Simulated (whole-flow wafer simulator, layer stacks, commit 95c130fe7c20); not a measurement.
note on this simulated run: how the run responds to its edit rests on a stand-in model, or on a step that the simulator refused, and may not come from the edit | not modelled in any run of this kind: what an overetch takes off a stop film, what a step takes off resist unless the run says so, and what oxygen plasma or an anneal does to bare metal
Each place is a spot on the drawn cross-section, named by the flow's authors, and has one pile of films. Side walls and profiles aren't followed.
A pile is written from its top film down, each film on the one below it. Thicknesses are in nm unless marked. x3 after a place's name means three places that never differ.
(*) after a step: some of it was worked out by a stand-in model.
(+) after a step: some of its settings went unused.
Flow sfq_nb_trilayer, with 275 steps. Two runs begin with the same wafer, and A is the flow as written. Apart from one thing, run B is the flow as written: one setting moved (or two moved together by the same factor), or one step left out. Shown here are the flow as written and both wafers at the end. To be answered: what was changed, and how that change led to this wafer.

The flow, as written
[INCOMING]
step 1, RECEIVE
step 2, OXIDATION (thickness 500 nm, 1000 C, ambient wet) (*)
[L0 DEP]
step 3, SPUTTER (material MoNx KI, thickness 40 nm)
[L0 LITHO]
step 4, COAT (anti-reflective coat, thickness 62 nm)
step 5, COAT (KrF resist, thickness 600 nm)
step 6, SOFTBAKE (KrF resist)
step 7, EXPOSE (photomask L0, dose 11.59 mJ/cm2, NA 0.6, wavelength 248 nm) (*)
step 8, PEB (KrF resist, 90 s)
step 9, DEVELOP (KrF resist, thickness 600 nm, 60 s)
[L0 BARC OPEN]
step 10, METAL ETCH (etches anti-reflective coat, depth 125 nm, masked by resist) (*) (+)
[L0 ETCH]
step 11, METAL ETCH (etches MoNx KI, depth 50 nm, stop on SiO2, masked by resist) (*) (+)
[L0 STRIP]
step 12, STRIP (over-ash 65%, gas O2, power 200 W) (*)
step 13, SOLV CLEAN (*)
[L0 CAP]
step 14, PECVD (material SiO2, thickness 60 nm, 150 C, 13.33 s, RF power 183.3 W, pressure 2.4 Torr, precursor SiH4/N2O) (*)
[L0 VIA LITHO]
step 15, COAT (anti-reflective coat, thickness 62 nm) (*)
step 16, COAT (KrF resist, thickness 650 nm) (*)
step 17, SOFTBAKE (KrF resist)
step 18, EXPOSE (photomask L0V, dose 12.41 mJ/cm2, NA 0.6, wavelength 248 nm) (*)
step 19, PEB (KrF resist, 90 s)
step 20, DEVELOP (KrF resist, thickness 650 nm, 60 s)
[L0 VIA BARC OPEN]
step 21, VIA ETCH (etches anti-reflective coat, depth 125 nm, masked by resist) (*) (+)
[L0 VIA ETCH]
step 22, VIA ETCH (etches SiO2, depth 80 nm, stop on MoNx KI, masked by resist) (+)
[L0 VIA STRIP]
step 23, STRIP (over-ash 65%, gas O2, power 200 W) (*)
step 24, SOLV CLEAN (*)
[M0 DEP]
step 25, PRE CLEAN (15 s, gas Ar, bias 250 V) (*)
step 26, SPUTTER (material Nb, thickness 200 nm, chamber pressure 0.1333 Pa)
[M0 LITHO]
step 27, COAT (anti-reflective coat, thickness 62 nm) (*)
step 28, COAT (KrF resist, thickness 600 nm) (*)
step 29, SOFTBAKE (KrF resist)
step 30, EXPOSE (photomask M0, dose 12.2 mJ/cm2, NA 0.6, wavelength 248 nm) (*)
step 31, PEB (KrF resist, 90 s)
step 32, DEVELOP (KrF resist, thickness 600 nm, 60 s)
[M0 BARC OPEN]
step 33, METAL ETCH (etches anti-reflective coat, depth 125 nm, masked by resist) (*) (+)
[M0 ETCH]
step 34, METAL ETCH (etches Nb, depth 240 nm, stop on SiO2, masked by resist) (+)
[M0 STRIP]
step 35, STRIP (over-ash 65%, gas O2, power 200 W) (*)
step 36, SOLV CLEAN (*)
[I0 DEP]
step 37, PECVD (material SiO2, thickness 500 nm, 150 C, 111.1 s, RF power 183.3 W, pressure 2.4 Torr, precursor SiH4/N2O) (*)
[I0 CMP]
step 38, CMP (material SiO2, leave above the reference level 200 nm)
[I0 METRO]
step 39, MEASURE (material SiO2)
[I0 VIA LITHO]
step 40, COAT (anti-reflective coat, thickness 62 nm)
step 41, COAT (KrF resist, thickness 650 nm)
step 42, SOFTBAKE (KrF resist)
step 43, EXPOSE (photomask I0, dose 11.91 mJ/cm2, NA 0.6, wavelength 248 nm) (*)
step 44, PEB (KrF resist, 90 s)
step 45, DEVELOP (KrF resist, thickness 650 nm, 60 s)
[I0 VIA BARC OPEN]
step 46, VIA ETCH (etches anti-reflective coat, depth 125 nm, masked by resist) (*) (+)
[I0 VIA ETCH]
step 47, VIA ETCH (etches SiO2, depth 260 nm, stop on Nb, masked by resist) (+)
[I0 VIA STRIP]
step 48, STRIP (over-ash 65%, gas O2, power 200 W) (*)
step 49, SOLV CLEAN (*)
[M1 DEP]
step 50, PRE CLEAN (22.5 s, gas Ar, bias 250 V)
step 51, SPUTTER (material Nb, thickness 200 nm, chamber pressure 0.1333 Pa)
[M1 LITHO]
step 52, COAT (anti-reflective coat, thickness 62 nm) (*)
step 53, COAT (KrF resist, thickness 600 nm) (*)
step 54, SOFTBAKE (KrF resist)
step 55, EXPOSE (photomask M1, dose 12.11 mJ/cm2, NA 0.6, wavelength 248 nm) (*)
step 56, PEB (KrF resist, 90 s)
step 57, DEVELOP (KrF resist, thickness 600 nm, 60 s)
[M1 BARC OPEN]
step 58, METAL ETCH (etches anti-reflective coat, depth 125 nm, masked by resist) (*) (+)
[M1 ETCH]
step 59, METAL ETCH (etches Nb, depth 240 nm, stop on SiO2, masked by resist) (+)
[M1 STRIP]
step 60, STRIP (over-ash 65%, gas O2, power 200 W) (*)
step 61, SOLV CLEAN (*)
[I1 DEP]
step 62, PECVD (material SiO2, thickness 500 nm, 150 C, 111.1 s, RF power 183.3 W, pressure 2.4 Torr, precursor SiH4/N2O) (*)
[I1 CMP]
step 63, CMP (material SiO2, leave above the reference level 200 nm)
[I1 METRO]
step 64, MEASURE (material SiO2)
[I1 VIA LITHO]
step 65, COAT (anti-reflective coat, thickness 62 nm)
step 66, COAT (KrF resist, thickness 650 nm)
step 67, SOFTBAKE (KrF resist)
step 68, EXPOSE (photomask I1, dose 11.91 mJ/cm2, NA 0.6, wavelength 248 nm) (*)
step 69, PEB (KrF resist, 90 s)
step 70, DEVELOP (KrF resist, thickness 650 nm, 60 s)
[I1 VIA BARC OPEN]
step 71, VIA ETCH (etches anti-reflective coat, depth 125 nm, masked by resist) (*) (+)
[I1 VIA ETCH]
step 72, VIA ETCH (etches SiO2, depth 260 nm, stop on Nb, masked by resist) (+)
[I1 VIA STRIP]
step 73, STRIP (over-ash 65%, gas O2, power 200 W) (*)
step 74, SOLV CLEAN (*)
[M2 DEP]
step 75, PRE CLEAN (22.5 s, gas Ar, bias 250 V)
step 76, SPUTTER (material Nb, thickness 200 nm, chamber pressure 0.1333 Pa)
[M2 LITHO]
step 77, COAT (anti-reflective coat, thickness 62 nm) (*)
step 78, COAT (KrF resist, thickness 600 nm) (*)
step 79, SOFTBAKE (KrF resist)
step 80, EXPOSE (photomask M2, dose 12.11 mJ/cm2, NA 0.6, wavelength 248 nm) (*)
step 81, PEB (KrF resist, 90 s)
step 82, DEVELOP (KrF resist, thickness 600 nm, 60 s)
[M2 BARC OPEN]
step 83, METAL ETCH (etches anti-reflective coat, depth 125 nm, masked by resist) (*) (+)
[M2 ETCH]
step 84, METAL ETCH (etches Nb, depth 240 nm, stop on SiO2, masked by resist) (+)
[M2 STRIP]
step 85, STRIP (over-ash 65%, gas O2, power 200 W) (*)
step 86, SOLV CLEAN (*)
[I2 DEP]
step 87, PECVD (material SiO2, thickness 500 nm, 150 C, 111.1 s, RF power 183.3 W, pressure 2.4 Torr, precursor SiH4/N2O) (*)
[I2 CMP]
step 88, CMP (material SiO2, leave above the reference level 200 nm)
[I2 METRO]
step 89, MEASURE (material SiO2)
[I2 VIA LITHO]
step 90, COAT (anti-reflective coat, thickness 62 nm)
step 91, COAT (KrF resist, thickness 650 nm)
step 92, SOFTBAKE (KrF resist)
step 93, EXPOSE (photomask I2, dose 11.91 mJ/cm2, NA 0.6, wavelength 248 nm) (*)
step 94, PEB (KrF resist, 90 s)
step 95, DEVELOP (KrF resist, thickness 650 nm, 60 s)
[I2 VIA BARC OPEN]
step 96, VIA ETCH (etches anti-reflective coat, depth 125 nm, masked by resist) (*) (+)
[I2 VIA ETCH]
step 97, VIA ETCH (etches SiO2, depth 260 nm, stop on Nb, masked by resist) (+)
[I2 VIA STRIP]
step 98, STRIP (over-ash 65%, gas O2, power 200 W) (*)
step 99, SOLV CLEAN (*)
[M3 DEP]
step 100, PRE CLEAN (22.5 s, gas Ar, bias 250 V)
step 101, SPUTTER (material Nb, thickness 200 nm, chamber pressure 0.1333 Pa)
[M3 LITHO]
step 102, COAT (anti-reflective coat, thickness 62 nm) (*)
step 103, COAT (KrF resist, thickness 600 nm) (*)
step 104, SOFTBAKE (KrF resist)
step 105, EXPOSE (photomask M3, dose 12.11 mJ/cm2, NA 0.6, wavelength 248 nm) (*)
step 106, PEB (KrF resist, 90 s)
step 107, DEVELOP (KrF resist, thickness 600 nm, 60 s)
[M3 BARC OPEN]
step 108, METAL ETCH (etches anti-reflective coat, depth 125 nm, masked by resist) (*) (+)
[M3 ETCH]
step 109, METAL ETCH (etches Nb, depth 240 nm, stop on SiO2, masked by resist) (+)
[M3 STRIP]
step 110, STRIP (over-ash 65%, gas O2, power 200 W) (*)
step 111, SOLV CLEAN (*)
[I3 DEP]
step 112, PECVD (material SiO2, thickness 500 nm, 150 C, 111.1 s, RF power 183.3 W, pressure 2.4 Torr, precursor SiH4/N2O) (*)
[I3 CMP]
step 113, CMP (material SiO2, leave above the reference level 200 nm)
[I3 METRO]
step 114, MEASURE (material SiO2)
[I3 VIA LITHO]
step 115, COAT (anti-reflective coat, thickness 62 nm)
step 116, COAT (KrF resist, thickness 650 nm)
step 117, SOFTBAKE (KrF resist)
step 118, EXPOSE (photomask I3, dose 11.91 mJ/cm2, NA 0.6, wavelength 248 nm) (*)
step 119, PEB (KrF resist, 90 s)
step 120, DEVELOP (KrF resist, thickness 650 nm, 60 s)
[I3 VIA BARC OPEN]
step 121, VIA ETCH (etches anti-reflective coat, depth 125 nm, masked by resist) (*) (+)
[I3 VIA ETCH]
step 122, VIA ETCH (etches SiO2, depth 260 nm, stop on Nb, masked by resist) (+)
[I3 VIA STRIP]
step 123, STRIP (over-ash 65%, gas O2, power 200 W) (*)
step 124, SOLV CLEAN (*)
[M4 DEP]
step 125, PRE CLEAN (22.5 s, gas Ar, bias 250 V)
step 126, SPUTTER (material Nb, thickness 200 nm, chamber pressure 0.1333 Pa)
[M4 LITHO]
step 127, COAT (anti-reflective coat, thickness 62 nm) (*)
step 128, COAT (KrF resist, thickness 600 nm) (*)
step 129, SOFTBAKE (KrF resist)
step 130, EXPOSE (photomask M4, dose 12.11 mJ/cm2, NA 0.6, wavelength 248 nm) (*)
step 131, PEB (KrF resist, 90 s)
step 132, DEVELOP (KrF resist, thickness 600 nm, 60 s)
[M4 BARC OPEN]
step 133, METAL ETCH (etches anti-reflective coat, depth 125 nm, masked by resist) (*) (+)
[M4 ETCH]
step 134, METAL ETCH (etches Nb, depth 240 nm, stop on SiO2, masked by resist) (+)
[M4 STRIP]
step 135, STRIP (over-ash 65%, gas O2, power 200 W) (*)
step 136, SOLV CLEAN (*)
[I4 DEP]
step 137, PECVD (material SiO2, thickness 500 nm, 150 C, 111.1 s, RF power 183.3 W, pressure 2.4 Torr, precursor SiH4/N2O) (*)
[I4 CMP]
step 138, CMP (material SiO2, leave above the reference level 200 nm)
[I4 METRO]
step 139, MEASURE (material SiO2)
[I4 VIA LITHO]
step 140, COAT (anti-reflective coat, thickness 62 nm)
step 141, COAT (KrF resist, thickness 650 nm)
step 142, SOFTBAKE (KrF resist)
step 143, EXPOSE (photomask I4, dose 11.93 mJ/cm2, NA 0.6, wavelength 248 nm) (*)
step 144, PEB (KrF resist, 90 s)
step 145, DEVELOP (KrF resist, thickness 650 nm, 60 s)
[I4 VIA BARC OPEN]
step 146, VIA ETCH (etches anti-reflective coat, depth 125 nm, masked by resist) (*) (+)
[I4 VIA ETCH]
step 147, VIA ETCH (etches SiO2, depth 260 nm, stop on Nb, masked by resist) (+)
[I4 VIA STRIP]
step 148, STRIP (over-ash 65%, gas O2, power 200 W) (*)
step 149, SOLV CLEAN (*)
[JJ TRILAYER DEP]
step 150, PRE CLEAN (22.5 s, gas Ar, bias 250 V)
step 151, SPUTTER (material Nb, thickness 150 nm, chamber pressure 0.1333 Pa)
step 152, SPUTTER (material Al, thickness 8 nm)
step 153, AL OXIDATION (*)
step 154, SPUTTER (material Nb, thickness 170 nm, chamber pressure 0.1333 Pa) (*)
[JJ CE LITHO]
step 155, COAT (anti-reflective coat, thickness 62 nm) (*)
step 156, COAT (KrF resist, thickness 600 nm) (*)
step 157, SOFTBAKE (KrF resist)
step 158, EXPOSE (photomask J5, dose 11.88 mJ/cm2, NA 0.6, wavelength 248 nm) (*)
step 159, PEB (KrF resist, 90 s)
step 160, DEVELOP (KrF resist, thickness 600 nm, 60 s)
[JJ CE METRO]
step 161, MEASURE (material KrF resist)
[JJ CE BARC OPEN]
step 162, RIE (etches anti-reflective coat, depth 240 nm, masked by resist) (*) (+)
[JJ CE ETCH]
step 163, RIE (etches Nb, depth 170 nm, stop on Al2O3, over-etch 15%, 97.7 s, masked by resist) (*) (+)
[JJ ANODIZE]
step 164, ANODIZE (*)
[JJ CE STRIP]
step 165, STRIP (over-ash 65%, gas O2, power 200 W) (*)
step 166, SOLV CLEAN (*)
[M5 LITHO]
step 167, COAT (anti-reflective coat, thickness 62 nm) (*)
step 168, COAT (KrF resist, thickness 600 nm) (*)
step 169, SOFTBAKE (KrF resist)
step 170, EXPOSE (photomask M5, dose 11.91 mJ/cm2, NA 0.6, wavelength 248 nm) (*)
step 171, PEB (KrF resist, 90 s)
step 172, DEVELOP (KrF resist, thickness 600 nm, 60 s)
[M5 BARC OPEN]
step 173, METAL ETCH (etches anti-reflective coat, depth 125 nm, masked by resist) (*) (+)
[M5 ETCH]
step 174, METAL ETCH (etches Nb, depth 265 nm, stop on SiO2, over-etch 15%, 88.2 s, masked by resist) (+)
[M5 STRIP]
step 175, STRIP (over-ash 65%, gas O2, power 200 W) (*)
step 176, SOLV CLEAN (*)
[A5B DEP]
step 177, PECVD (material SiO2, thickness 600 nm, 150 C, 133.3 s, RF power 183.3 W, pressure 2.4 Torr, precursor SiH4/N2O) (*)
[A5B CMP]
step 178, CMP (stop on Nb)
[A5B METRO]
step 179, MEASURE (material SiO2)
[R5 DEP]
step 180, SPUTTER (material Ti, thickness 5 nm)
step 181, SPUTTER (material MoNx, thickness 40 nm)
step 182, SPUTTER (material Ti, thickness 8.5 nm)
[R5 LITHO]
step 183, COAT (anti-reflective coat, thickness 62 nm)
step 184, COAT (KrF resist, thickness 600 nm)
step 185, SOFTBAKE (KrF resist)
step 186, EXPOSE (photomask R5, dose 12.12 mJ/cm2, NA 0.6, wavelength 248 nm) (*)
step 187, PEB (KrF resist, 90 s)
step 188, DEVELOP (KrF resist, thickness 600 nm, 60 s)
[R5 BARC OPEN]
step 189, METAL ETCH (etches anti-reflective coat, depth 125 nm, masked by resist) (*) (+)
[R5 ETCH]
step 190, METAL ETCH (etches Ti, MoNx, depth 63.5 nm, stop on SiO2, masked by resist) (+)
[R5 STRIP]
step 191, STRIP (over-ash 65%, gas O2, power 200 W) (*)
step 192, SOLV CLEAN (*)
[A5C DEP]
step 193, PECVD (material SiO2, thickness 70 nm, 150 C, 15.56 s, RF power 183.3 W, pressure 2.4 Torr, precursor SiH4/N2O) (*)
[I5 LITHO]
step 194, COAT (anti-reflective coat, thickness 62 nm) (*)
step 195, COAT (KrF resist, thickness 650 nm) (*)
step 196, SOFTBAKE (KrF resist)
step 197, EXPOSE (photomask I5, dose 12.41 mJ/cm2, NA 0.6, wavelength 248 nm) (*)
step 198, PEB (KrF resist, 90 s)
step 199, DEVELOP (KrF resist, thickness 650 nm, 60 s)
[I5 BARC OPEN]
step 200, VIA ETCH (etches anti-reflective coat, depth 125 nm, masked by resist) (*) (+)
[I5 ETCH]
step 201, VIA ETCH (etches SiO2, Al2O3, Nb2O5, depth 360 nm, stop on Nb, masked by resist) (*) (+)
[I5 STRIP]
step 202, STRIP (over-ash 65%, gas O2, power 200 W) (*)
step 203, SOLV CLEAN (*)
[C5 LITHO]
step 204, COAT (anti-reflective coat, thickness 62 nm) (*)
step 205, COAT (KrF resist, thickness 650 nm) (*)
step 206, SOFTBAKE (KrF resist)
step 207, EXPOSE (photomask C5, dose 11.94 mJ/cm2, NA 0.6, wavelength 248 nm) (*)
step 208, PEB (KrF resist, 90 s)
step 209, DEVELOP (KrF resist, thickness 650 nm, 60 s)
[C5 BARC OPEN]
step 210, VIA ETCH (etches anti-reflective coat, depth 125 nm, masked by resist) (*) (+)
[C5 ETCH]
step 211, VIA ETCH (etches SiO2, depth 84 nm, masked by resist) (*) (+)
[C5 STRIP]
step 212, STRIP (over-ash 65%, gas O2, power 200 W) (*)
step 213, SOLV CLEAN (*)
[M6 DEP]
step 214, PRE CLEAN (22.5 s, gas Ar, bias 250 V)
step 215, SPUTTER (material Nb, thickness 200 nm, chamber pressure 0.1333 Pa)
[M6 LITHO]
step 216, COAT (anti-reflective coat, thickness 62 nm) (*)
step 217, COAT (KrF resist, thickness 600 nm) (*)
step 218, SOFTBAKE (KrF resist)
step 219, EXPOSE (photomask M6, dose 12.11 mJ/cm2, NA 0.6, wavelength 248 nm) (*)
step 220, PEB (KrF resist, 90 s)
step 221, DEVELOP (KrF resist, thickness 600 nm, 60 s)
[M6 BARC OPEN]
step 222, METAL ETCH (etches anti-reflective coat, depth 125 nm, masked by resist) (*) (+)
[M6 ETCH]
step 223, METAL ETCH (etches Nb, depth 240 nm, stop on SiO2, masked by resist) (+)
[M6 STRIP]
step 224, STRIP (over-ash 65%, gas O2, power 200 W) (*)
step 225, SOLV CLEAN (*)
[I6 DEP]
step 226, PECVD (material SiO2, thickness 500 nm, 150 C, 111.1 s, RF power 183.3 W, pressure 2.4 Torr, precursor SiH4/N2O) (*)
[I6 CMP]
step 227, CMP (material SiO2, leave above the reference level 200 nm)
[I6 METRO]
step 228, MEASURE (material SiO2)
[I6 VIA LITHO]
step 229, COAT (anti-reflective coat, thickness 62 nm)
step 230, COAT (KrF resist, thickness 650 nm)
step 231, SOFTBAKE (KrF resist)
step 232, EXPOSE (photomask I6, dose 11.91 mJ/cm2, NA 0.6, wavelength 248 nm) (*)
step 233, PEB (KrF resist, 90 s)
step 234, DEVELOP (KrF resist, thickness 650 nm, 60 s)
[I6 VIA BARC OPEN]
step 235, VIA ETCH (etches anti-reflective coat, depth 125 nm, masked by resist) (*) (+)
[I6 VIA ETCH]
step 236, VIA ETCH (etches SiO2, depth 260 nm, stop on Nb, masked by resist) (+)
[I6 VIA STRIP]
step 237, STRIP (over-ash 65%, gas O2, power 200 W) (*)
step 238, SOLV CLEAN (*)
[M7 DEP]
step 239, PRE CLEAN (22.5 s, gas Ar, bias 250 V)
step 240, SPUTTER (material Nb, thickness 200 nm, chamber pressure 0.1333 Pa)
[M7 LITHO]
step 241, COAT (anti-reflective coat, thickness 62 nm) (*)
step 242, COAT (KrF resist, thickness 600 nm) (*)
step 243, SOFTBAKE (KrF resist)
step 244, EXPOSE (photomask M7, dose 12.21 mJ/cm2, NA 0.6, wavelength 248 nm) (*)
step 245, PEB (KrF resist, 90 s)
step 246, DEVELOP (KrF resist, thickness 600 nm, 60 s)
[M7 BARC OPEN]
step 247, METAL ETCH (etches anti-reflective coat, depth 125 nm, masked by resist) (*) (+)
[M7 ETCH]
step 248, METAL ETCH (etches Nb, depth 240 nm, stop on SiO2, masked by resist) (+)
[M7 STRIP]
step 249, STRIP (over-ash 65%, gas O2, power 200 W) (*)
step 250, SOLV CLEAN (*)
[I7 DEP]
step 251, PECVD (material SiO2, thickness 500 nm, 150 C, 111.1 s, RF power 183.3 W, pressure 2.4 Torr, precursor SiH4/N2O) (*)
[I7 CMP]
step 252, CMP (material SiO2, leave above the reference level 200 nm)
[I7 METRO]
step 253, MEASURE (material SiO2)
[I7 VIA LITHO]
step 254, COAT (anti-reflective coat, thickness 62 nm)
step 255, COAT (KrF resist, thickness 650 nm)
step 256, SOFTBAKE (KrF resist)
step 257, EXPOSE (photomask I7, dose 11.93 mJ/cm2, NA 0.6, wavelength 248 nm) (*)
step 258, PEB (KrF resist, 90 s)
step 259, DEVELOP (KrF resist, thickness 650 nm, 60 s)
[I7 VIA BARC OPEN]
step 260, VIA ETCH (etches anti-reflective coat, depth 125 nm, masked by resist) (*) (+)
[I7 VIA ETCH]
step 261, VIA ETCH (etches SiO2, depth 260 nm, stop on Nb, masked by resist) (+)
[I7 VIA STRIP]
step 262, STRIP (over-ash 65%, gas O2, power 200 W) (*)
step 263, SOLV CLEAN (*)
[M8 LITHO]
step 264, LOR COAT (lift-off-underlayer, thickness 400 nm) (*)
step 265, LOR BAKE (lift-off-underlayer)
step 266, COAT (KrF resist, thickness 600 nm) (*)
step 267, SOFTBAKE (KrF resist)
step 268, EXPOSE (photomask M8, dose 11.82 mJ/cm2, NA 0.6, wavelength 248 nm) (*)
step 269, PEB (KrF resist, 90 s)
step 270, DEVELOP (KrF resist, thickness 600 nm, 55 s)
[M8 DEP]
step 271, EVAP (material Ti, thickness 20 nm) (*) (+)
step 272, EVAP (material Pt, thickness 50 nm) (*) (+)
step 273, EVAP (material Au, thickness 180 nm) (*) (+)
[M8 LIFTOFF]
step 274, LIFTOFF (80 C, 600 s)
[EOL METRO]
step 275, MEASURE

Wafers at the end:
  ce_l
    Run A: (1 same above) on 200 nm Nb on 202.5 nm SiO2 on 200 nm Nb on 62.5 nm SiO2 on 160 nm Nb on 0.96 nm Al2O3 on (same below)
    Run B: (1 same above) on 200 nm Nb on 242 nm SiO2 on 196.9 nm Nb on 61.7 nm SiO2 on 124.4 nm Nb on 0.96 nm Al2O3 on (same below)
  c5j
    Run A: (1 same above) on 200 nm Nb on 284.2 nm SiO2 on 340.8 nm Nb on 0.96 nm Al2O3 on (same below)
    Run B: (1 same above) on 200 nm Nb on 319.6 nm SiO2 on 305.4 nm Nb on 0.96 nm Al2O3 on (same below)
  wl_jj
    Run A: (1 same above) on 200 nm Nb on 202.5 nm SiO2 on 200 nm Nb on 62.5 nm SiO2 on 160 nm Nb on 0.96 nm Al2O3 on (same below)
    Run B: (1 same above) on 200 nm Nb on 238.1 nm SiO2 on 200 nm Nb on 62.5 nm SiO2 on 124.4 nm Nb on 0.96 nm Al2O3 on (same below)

Cause: step 190, METAL ETCH: depth 99.1 nm was run, though the flow has depth 63.5 nm.

Step by step, how the change led to this:
  step 190, METAL ETCH (etches Ti, MoNx, depth 63.5 nm, stop on SiO2, masked by resist) (+)
      be_r, r_sur, res, r_end, r5r_line_l, r5r_line_c, r5r_line_r: A KrF resist loses 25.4 | B KrF resist loses 39.6
      ce_l, c5j, ce_r, wl_jj: A Ti loses 8.5 (all of it), MoNx loses 40 (all of it), Ti loses 5 (all of it), Nb loses 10 | B Ti loses 8.5 (all of it), MoNx loses 40 (all of it), Ti loses 5 (all of it), Nb loses 45.6
  step 191, STRIP (over-ash 65%, gas O2, power 200 W) (*)
      be_r, r_sur, res, r_end, r5r_line_l, r5r_line_c, r5r_line_r: A KrF resist loses 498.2 (all of it), anti-reflective coat loses 62 (all of it) | B KrF resist loses 483.9 (all of it), anti-reflective coat loses 62 (all of it)
  step 194, COAT (anti-reflective coat, thickness 62 nm) (*)
      wl_j_sl, wl_j_sr: A anti-reflective coat gains 60.2 (new film) | B anti-reflective coat gains 54.8 (new film)
      jj_sur: A anti-reflective coat gains 60.8 (new film) | B anti-reflective coat gains 55.3 (new film)
      (and at 5 other places as well)
  step 195, COAT (KrF resist, thickness 650 nm) (*)
      c5j: A KrF resist gains 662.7 (new film) | B KrF resist gains 681.5 (new film)
      wl_jj: A KrF resist gains 654.8 (new film) | B KrF resist gains 672.4 (new film)
  step 202, STRIP (over-ash 65%, gas O2, power 200 W) (*)
      wl_j_sl, wl_j_sr: A KrF resist loses 333.3 (all of it), anti-reflective coat loses 60.2 (all of it) | B KrF resist loses 333 (all of it), anti-reflective coat loses 54.8 (all of it)
      jj_sur: A KrF resist loses 337.2 (all of it), anti-reflective coat loses 60.8 (all of it) | B KrF resist loses 337.4 (all of it), anti-reflective coat loses 55.3 (all of it)
      (and at 5 other places as well)
  step 204, COAT (anti-reflective coat, thickness 62 nm) (*)
      wl_j_sl, wl_j_sr: A anti-reflective coat gains 60.2 (new film) | B anti-reflective coat gains 54.8 (new film)
      jj_sur: A anti-reflective coat gains 59.5 (new film) | B anti-reflective coat gains 54 (new film)
      (and at 5 other places as well)
  step 205, COAT (KrF resist, thickness 650 nm) (*)
      c5j: A KrF resist gains 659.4 (new film) | B KrF resist gains 678.3 (new film)
      wl_jj: A KrF resist gains 654.8 (new film) | B KrF resist gains 672.4 (new film)
  step 209, DEVELOP (KrF resist, thickness 650 nm, 60 s)
      c5j: A KrF resist loses 658.1 (all of it) | B KrF resist loses 676.8 (all of it)
  step 210, VIA ETCH (etches anti-reflective coat, depth 125 nm, masked by resist) (*) (+)
      c5j: A anti-reflective coat loses 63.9 (all of it), SiO2 loses 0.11 | B anti-reflective coat loses 73.9 (all of it), SiO2 loses 0.06
  step 212, STRIP (over-ash 65%, gas O2, power 200 W) (*)
      wl_j_sl, wl_j_sr: A KrF resist loses 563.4 (all of it), anti-reflective coat loses 60.2 (all of it) | B KrF resist loses 563.1 (all of it), anti-reflective coat loses 54.8 (all of it)
      jj_sur: A KrF resist loses 562 (all of it), anti-reflective coat loses 59.5 (all of it) | B KrF resist loses 562 (all of it), anti-reflective coat loses 54 (all of it)
      (and at 4 other places as well)
  step 216, COAT (anti-reflective coat, thickness 62 nm) (*)
      wl_j_sl, wl_j_sr: A anti-reflective coat gains 60.2 (new film) | B anti-reflective coat gains 55.1 (new film)
      jj_sur: A anti-reflective coat gains 56.1 (new film) | B anti-reflective coat gains 50.6 (new film)
      (and at 5 other places as well)
  step 217, COAT (KrF resist, thickness 600 nm) (*)
      ce_l: A KrF resist gains 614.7 (new film) | B KrF resist gains 631.4 (new film)
      c5j: A KrF resist gains 636 (new film) | B KrF resist gains 655.6 (new film)
      (and at 2 other places as well)
  step 224, STRIP (over-ash 65%, gas O2, power 200 W) (*)
      wl_j_sl, wl_j_sr: A KrF resist loses 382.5 (all of it), anti-reflective coat loses 60.2 (all of it) | B KrF resist loses 381.9 (all of it), anti-reflective coat loses 55.1 (all of it)
      jj_sur: A KrF resist loses 378.5 (all of it), anti-reflective coat loses 56.1 (all of it) | B KrF resist loses 377.9 (all of it), anti-reflective coat loses 50.6 (all of it)
      (and at 5 other places as well)
  step 227, CMP (material SiO2, leave above the reference level 200 nm)
      ce_l, ce_r: A SiO2 loses 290 | B SiO2 loses 250.5
      c5j: A SiO2 loses 223 | B SiO2 loses 183.5
      (and at 1 other place as well)
